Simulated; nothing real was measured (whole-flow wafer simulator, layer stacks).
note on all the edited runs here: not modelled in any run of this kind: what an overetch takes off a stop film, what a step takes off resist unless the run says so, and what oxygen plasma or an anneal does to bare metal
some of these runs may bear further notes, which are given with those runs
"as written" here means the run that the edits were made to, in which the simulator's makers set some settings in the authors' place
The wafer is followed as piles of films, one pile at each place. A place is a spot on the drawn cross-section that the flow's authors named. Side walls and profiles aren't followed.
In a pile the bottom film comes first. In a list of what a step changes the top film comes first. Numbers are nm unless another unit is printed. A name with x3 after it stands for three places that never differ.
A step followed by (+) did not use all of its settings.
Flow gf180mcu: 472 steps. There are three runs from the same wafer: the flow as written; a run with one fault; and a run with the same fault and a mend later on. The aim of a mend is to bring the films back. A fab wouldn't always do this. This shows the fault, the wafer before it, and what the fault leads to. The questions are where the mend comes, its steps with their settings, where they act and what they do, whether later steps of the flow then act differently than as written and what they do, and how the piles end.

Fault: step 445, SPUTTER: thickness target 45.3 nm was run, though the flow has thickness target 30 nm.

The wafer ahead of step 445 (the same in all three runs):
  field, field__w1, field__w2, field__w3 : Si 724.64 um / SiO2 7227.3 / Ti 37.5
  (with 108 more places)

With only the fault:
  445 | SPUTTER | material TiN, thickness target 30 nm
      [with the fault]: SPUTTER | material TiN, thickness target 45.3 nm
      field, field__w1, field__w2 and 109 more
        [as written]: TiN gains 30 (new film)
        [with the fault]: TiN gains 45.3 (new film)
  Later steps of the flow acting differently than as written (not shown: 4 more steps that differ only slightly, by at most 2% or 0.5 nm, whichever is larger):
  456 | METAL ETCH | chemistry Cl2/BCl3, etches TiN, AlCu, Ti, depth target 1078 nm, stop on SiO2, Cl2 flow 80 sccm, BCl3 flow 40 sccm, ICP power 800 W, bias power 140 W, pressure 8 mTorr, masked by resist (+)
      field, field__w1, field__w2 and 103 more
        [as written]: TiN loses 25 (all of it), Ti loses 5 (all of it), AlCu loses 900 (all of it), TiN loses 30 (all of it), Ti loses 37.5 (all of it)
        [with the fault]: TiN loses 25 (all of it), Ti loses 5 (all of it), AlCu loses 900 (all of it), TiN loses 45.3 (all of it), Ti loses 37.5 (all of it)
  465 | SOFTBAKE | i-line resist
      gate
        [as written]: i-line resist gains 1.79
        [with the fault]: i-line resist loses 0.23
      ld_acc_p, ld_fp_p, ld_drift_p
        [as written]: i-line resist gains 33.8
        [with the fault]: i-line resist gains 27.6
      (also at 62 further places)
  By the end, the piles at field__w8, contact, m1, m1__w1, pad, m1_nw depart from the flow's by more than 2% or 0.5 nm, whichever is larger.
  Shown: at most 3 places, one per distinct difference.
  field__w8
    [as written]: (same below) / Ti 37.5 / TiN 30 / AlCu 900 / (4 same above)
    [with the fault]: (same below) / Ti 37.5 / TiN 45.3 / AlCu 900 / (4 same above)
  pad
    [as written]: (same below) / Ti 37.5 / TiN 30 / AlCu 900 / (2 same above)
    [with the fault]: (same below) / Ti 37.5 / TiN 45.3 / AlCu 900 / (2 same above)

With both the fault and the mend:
  The mend follows step 445.
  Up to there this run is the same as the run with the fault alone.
  445a | METAL ETCH | chemistry Cl2/BCl3, etches TiN, AlCu, Ti, depth target 15.3 nm, Cl2 flow 80 sccm, BCl3 flow 40 sccm, ICP power 800 W, bias power 140 W, pressure 8 mTorr (the flow's step 260, run once more with other settings)
      field, field__w1, field__w2 and 109 more
        TiN loses 15.3
  Every later step of the flow that is run acts as written at every place that is followed.
  The piles end the same as the flow's at every place that both follow.
